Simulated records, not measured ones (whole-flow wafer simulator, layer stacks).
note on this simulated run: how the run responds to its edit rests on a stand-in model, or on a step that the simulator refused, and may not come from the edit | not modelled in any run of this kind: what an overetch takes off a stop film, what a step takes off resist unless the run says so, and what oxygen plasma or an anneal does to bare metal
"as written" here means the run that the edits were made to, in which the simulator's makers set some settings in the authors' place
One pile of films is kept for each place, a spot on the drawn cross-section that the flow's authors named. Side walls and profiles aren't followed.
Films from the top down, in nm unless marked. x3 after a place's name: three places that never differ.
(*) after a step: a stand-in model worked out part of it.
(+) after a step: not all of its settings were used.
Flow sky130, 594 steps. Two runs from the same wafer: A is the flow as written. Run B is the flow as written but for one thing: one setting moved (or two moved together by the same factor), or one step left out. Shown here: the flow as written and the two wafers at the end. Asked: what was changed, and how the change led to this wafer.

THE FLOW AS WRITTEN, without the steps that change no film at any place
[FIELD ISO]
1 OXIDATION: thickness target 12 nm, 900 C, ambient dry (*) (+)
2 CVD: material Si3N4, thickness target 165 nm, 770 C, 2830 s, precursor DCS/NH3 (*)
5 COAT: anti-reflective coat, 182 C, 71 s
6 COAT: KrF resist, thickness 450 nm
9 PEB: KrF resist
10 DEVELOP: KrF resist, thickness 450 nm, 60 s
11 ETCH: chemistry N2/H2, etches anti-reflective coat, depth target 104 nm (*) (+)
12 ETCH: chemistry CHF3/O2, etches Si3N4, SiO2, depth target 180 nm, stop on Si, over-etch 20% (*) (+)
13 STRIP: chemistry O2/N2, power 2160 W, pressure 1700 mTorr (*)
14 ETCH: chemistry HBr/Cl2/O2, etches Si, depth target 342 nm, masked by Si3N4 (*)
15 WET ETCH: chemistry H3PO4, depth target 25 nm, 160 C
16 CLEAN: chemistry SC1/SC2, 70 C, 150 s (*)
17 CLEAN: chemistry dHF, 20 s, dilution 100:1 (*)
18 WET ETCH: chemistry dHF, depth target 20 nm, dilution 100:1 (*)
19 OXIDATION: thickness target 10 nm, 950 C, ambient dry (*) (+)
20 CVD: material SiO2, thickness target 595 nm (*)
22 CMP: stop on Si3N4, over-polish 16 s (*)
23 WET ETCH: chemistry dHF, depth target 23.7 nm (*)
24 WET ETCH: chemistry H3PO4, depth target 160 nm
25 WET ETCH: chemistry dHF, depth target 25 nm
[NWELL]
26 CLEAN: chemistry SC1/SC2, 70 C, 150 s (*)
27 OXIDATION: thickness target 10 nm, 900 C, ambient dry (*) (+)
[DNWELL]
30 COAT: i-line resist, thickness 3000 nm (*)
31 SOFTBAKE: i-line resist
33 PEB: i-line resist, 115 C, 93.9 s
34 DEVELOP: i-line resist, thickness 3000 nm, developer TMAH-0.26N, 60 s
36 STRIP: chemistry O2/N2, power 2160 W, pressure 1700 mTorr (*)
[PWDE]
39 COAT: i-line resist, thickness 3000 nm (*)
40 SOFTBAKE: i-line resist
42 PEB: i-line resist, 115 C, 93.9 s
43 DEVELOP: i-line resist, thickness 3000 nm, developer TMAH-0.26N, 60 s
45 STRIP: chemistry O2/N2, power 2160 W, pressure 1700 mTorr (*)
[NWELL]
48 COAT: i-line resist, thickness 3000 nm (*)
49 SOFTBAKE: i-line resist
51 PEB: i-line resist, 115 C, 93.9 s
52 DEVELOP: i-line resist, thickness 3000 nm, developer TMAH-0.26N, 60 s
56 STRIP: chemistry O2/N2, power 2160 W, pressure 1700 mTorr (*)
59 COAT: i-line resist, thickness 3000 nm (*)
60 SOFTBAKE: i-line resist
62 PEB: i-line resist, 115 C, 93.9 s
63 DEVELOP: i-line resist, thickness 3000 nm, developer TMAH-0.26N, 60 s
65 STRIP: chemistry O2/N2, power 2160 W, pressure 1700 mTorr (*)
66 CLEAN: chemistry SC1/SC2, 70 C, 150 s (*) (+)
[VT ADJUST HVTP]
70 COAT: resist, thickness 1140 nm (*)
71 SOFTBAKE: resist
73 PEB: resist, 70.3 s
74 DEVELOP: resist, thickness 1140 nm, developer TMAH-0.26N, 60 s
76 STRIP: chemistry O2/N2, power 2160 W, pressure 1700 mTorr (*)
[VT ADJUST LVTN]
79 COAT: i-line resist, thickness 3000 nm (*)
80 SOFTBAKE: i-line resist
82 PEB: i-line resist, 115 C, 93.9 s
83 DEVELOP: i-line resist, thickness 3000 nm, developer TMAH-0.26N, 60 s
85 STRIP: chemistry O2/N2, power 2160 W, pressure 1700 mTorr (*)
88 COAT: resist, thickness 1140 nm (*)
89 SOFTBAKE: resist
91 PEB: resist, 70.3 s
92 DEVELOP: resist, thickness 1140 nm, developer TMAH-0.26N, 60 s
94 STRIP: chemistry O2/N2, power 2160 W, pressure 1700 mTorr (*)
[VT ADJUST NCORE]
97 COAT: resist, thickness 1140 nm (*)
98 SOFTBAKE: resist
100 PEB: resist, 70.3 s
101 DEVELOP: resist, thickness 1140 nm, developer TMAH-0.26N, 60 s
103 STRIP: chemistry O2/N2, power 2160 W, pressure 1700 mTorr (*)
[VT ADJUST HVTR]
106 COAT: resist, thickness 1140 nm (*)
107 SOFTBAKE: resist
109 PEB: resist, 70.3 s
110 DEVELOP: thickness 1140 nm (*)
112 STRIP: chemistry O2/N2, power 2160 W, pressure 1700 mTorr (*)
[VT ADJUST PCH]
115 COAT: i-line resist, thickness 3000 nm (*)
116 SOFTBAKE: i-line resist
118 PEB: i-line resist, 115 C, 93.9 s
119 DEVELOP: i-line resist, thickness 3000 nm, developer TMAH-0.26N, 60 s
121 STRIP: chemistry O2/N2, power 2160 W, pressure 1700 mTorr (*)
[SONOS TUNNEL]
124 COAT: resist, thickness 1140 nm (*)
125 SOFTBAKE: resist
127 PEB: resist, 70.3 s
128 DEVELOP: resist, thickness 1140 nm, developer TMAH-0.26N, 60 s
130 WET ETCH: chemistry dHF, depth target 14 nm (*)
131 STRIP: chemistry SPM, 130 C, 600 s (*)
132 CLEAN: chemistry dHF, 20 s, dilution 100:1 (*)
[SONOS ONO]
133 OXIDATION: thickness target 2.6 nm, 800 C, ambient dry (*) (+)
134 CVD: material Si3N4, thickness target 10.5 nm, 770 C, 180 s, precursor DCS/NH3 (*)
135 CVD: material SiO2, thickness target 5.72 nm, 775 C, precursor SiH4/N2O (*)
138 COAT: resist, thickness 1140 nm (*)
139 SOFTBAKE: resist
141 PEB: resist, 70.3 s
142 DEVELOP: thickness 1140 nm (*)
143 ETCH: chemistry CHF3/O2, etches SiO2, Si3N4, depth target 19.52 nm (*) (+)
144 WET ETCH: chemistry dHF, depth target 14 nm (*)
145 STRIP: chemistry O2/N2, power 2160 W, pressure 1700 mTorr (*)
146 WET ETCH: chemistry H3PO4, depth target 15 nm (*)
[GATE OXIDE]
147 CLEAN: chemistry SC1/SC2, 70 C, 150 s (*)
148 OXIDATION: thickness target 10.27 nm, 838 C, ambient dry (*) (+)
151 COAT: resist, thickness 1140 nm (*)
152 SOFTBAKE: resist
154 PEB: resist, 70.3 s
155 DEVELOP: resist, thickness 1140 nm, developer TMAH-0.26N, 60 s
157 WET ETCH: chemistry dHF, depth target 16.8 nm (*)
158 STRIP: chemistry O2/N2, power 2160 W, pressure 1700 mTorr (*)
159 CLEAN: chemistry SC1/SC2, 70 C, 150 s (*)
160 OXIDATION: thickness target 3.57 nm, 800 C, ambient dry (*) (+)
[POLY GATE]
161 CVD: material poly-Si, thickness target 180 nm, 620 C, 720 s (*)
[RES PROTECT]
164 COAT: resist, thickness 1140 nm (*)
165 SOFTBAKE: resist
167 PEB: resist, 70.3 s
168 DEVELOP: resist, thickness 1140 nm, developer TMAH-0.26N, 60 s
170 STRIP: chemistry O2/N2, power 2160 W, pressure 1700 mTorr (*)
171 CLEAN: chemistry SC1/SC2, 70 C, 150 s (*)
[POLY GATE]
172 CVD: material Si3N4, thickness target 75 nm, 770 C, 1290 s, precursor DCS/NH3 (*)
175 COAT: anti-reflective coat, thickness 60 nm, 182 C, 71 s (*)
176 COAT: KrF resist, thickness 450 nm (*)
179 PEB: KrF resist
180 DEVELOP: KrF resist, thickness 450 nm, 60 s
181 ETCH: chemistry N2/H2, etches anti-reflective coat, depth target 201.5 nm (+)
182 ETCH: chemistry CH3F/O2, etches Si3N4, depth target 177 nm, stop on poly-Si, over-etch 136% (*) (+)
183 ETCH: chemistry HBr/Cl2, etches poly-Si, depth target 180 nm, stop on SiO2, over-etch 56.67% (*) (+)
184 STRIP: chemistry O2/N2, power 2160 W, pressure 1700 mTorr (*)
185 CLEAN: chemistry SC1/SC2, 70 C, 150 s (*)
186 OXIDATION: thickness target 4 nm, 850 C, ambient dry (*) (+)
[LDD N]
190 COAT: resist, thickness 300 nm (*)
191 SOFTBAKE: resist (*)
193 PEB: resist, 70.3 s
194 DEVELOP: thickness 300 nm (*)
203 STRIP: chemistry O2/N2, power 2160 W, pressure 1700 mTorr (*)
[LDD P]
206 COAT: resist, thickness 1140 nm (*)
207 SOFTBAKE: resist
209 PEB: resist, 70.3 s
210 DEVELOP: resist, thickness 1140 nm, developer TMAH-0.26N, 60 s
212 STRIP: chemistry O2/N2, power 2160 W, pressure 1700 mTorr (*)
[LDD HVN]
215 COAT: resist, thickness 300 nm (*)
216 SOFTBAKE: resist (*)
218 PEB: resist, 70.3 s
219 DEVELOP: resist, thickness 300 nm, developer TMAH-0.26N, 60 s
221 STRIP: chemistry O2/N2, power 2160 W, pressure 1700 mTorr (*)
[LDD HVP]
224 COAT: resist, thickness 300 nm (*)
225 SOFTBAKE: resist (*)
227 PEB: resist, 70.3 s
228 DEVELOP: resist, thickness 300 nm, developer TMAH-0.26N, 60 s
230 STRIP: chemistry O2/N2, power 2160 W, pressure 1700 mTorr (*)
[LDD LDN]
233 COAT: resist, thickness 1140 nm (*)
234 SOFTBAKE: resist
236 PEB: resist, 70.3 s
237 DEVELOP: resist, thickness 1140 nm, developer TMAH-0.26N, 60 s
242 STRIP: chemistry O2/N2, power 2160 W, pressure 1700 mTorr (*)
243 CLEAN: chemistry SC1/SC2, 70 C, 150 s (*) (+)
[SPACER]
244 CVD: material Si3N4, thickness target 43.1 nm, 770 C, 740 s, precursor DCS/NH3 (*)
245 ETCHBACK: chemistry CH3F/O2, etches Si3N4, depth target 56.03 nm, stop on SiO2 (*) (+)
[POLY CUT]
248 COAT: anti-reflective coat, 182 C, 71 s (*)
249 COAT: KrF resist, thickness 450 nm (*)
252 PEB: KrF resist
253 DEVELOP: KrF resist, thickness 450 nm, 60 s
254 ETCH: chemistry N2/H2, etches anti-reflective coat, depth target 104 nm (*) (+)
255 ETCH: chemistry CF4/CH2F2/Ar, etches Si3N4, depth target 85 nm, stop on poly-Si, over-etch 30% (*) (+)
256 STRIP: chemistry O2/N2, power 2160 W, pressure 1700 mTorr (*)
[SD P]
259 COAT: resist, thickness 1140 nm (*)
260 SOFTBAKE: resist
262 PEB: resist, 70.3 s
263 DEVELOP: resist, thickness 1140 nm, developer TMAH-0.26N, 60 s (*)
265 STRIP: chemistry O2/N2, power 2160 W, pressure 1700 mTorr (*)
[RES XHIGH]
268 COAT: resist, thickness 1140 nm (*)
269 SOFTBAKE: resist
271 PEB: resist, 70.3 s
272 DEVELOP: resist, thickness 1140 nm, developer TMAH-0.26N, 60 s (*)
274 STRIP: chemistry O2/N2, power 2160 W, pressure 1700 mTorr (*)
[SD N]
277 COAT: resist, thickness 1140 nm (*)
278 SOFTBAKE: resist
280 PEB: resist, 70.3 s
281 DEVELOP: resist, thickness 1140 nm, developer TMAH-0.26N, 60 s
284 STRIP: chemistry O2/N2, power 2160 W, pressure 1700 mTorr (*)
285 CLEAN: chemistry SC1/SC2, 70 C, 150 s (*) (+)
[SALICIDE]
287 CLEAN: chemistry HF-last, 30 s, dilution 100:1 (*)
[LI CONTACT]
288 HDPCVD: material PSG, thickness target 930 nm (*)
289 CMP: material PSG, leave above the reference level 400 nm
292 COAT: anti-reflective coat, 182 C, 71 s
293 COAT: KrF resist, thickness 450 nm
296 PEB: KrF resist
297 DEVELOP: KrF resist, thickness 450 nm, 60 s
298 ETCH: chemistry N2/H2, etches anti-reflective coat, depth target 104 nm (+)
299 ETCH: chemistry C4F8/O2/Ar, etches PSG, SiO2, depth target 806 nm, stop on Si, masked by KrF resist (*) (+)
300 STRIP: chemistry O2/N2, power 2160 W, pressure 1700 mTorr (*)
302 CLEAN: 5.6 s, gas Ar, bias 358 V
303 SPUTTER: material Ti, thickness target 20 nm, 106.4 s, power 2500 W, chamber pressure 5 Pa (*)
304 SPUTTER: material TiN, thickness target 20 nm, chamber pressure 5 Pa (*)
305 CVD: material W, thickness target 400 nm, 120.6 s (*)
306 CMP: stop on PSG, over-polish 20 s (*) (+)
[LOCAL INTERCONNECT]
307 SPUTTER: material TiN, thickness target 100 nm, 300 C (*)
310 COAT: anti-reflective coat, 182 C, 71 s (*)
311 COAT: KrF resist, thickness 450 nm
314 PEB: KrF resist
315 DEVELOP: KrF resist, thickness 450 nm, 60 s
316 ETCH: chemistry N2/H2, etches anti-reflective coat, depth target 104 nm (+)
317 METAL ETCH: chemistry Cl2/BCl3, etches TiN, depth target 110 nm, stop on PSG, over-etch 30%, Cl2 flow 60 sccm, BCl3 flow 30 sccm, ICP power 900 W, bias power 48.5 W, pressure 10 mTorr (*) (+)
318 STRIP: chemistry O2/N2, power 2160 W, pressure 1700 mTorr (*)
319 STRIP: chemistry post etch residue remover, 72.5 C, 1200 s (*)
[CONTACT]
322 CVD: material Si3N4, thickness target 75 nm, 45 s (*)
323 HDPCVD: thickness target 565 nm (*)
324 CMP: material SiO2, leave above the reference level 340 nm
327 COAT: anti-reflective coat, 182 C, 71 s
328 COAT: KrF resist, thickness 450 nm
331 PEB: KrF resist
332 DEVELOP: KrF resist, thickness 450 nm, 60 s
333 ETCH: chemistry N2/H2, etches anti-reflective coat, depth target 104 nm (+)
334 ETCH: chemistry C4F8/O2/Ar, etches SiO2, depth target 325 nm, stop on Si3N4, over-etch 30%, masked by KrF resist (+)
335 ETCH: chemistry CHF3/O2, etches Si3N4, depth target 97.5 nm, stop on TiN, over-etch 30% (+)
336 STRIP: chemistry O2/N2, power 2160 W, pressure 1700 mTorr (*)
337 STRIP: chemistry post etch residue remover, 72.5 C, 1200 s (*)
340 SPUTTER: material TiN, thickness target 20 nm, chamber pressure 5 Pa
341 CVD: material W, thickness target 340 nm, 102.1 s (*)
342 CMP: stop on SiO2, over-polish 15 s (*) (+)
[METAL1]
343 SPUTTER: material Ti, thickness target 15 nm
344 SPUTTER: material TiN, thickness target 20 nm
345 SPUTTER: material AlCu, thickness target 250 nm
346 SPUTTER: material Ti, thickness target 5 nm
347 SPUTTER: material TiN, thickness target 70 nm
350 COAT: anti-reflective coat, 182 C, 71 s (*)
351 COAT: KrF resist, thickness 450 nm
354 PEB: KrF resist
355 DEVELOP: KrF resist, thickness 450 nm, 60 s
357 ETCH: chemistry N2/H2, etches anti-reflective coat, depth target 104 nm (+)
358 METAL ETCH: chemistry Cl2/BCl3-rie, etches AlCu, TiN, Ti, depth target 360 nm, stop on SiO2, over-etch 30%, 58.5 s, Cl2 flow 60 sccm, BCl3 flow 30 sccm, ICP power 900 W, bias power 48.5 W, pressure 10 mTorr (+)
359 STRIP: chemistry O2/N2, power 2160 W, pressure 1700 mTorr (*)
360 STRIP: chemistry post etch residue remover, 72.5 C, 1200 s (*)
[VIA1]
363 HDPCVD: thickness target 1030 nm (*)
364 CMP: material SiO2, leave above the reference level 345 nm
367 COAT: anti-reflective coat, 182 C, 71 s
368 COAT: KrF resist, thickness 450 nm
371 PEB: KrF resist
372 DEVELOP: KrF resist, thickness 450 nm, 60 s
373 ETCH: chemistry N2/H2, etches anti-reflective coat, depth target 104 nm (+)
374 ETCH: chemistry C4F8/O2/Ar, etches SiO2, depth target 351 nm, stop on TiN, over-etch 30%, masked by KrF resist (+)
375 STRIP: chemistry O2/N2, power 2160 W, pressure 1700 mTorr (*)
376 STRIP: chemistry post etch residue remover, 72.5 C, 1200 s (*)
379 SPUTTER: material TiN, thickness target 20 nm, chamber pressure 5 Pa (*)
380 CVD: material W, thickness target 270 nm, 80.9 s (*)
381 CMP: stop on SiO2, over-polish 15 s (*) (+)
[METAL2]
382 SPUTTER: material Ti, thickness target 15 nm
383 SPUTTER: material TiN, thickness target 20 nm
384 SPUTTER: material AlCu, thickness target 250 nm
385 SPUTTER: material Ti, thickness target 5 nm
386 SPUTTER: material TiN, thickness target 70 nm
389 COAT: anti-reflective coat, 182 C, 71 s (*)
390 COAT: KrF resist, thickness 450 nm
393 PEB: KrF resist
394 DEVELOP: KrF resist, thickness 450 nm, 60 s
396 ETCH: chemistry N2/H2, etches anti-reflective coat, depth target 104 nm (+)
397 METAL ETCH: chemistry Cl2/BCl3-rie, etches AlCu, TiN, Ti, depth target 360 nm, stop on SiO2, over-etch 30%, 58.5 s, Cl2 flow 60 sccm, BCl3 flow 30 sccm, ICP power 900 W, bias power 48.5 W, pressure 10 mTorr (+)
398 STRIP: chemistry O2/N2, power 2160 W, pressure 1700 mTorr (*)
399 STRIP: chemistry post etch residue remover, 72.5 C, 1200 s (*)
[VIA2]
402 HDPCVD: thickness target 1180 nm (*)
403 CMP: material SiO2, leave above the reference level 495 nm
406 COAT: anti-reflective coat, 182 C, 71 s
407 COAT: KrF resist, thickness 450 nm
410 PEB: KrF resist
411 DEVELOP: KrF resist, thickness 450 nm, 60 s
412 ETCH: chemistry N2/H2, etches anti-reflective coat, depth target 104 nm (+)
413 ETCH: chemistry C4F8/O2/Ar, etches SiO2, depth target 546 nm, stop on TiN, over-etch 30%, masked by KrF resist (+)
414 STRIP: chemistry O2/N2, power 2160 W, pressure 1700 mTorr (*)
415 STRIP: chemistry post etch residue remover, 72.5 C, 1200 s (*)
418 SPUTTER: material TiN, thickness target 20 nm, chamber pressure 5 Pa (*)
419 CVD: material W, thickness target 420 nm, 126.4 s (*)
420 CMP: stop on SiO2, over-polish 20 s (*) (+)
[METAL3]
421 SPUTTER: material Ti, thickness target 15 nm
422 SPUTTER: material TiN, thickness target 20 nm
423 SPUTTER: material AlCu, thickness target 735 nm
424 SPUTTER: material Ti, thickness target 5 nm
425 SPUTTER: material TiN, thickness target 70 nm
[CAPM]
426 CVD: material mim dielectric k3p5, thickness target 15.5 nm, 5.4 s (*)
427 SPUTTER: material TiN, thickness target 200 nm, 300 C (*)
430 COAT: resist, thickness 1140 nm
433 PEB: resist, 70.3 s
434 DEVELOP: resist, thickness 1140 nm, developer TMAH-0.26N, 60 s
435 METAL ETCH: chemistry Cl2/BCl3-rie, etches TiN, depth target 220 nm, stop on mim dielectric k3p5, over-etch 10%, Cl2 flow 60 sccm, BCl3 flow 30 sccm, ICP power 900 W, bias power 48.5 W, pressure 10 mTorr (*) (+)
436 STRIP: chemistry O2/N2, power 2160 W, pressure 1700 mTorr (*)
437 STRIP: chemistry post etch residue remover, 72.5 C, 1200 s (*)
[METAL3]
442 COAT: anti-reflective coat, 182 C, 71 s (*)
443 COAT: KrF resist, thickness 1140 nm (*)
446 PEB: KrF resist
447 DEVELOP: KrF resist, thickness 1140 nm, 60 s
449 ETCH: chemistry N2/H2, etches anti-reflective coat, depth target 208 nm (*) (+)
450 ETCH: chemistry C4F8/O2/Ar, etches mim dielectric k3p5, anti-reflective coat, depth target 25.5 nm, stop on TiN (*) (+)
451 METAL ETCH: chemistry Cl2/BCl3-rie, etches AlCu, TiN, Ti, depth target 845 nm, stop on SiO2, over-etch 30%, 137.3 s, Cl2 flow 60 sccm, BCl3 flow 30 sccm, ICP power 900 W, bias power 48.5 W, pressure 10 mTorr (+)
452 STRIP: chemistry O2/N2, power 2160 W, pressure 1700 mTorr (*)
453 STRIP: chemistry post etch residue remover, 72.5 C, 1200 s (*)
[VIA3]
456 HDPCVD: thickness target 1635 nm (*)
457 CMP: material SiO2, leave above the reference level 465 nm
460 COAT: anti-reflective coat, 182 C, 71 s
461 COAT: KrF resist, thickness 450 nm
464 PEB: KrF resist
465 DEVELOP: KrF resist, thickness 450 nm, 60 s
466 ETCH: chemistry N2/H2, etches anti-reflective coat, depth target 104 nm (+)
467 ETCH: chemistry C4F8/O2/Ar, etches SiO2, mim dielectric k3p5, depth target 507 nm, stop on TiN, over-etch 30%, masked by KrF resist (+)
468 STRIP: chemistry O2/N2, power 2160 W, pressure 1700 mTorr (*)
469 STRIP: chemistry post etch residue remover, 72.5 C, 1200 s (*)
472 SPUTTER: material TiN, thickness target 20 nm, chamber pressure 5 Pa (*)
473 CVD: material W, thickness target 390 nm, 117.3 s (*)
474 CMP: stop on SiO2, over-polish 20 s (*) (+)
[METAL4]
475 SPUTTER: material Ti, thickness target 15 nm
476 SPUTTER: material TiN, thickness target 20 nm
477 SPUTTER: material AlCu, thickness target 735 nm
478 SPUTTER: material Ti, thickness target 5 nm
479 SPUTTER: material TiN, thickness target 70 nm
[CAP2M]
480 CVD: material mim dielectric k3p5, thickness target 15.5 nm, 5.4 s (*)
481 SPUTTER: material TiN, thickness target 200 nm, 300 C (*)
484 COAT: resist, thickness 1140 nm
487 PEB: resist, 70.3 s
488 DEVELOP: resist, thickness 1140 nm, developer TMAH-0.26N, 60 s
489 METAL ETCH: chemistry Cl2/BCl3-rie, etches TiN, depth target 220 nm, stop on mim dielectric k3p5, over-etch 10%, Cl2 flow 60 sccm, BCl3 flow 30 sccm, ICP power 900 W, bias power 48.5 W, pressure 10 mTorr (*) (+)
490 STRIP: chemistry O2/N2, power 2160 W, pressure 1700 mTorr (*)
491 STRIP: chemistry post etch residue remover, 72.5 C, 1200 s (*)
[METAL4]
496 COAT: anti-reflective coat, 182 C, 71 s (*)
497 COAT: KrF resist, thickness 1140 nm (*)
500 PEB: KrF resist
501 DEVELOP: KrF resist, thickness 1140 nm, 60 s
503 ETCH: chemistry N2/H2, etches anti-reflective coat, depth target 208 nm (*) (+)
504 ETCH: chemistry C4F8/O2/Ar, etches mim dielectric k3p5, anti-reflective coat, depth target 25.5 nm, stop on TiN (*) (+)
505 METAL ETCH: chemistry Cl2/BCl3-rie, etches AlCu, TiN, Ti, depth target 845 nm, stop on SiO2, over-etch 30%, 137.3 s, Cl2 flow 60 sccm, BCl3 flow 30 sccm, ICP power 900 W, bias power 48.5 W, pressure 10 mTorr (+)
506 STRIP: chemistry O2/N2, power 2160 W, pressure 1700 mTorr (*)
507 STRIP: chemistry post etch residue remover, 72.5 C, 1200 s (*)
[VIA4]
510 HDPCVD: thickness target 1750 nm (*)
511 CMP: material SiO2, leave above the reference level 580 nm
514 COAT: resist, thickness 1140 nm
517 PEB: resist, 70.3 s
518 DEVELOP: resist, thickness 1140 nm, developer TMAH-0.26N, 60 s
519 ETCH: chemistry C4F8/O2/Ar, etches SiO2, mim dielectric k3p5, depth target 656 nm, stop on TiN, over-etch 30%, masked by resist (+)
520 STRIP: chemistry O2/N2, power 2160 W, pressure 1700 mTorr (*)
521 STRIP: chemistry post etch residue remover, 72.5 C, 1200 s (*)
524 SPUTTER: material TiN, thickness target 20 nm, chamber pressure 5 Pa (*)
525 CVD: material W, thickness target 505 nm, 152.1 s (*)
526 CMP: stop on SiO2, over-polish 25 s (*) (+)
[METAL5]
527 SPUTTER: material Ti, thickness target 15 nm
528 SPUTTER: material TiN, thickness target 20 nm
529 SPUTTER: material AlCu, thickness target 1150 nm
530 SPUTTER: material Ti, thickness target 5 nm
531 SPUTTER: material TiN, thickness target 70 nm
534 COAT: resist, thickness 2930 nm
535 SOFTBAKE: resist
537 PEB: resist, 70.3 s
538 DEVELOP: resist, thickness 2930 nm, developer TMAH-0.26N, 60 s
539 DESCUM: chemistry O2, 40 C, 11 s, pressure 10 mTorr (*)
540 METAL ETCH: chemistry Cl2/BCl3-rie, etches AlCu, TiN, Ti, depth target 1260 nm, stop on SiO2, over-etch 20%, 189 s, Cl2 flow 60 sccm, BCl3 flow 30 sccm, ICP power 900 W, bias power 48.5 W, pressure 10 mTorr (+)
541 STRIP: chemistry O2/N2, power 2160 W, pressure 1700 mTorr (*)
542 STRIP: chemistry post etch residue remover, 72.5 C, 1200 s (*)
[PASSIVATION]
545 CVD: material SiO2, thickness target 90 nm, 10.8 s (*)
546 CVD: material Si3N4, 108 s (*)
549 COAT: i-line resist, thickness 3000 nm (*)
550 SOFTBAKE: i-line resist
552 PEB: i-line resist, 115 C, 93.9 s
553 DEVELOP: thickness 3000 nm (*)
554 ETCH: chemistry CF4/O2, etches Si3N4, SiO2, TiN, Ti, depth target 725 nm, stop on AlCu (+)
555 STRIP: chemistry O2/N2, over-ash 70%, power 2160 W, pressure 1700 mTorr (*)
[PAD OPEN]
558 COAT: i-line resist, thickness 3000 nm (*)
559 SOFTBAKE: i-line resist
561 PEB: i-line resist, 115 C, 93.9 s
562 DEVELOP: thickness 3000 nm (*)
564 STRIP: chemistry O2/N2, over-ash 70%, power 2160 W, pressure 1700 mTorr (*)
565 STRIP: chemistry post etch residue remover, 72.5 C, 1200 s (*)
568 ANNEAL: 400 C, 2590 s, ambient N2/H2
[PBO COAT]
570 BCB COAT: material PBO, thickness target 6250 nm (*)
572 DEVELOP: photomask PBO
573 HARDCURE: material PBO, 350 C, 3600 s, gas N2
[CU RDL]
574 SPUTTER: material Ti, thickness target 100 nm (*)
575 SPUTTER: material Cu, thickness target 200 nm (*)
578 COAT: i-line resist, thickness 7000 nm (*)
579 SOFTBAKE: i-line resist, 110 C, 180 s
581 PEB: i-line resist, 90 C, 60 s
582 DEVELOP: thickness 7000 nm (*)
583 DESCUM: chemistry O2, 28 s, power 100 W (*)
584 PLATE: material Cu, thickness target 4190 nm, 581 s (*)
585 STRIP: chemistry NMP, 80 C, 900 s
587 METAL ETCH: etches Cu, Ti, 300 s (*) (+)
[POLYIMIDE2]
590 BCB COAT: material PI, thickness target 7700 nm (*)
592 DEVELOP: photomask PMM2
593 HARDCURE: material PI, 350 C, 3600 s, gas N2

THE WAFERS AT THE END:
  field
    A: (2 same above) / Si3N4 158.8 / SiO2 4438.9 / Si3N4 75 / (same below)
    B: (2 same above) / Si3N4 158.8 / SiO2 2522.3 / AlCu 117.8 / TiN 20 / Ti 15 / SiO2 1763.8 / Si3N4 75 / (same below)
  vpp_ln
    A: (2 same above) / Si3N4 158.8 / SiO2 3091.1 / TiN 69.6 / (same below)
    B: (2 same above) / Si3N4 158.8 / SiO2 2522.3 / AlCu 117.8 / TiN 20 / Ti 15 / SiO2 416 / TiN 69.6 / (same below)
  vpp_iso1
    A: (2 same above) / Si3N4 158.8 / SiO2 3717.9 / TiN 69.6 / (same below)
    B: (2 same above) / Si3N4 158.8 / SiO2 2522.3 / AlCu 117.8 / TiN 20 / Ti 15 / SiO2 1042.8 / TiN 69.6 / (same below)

The cause: step 451, METAL ETCH: depth target 528.1 nm was run, where the flow has depth target 845 nm; step 451, METAL ETCH: 85.8 s was run, where the flow has 137.3 s.

How the change led to this, step by step:
  451 METAL ETCH: chemistry Cl2/BCl3-rie, etches AlCu, TiN, Ti, depth target 845 nm, stop on SiO2, over-etch 30%, 137.3 s, Cl2 flow 60 sccm, BCl3 flow 30 sccm, ICP power 900 W, bias power 48.5 W, pressure 10 mTorr (+)
      field, gate, spacer and 68 more: A TiN -70 (all of it), Ti -5 (all of it), AlCu -735 (all of it), TiN -20 (all of it), Ti -15 (all of it), SiO2 -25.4 | B TiN -70 (all of it), Ti -5 (all of it), AlCu -611.5
      active, vpp_ln, vpp_iso2 and 11 more: A TiN -70 (all of it), Ti -5 (all of it), AlCu -735 (all of it), TiN -20 (all of it), Ti -15 (all of it), SiO2 -25.3 | B TiN -70 (all of it), Ti -5 (all of it), AlCu -611.5
      (and at 107 more places)
  452 STRIP: chemistry O2/N2, power 2160 W, pressure 1700 mTorr (*)
      gate_hv, dice_street, pplus_nw and 75 more: A KrF resist -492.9 (all of it), anti-reflective coat -80 (all of it) | B KrF resist -698.9 (all of it), anti-reflective coat -80 (all of it)
      n_well, p_well, sd_n, sd_p, pad, mim_edge_gap, mim_edge_gap_sheet: A KrF resist -492.9 (all of it), anti-reflective coat -80 (all of it) | B KrF resist -698.8 (all of it), anti-reflective coat -80 (all of it)
      (and at 22 more places)
  453 STRIP: chemistry post etch residue remover, 72.5 C, 1200 s (*)
      field, active, gate and 82 more: A nothing | B AlCu -5.72
  456 HDPCVD: thickness target 1635 nm (*)
      field, active, gate and 82 more: A SiO2 +1635 | B SiO2 +1635 (new film)
  457 CMP: material SiO2, leave above the reference level 465 nm
      field, active, gate and 82 more: A SiO2 -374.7 | B SiO2 -552.8
Counting metal films that touch as one body, field has 1 body; the flow as written gives 0 bodies.
Counting metal films that touch as one body, vpp_ln has 3 bodies (between them, from the top down: SiO2 416; SiO2 267.2); the flow as written gives 2 bodies (between them, from the top down: SiO2 267.2).
Counting metal films that touch as one body, vpp_iso1 has 2 bodies (between them, from the top down: SiO2 1042.8); the flow as written gives 1 body.
